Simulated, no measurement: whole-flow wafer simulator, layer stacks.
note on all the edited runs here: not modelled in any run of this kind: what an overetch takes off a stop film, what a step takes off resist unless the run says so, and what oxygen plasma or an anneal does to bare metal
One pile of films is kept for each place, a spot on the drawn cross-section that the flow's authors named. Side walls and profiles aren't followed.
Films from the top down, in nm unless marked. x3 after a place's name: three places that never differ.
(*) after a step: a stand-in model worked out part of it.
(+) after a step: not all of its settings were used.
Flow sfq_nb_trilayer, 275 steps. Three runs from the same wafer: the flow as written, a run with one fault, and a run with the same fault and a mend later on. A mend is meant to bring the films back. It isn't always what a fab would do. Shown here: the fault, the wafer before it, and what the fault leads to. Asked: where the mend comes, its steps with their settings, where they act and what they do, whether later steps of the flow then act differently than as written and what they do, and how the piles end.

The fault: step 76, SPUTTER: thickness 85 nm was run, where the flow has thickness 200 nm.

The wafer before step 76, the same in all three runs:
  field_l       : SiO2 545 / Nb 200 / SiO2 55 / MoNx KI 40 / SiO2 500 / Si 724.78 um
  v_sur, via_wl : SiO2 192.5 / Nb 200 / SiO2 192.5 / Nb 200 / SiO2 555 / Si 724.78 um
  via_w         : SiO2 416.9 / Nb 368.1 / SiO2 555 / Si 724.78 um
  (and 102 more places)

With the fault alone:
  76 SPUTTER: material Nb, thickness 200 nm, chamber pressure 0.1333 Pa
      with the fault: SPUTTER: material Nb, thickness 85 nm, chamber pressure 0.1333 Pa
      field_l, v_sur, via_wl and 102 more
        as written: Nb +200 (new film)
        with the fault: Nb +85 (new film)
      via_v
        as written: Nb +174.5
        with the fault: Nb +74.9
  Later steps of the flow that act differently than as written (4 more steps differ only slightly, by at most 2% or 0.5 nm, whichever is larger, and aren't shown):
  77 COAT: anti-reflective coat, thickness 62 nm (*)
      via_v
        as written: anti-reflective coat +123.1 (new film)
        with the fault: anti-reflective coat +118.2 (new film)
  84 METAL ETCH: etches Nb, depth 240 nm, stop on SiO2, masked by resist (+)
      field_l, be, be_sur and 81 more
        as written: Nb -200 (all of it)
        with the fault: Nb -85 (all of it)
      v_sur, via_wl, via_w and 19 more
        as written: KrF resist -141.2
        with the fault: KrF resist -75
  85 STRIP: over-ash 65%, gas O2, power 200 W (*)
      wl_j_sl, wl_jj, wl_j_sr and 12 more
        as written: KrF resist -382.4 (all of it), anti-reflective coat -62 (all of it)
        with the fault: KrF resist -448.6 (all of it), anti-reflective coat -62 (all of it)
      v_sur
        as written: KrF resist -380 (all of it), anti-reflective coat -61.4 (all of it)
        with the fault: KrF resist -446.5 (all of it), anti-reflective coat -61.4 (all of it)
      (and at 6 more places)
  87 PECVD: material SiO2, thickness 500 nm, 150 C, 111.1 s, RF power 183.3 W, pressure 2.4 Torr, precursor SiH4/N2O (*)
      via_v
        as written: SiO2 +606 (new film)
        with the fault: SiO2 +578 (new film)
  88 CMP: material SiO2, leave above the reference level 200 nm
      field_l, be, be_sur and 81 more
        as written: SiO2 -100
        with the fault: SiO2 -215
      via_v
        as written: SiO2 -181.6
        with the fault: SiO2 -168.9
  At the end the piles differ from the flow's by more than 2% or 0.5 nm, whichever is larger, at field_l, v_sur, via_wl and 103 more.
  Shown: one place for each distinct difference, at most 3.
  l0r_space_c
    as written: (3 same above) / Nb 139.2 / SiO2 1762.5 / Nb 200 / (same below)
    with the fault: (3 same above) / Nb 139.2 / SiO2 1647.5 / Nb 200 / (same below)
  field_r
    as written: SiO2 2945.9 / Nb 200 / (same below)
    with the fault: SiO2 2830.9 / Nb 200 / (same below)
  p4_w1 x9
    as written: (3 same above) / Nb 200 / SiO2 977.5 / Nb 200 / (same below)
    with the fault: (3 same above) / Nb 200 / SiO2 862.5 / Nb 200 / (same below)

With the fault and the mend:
  The mend comes after step 76.
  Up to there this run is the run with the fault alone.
  76a SPUTTER: material Nb, thickness 115 nm, chamber pressure 0.1333 Pa (the flow's step 76 once more, with other settings)
      field_l, v_sur, via_wl and 102 more
        Nb +115
      via_v
        Nb +95.4
  No later step of the flow acts differently than as written, at any place that is followed, by more than 2% or 0.5 nm, whichever is larger.
  At the end the piles differ from the flow's only slightly at the places that both follow, by at most 2% or 0.5 nm, whichever is larger.
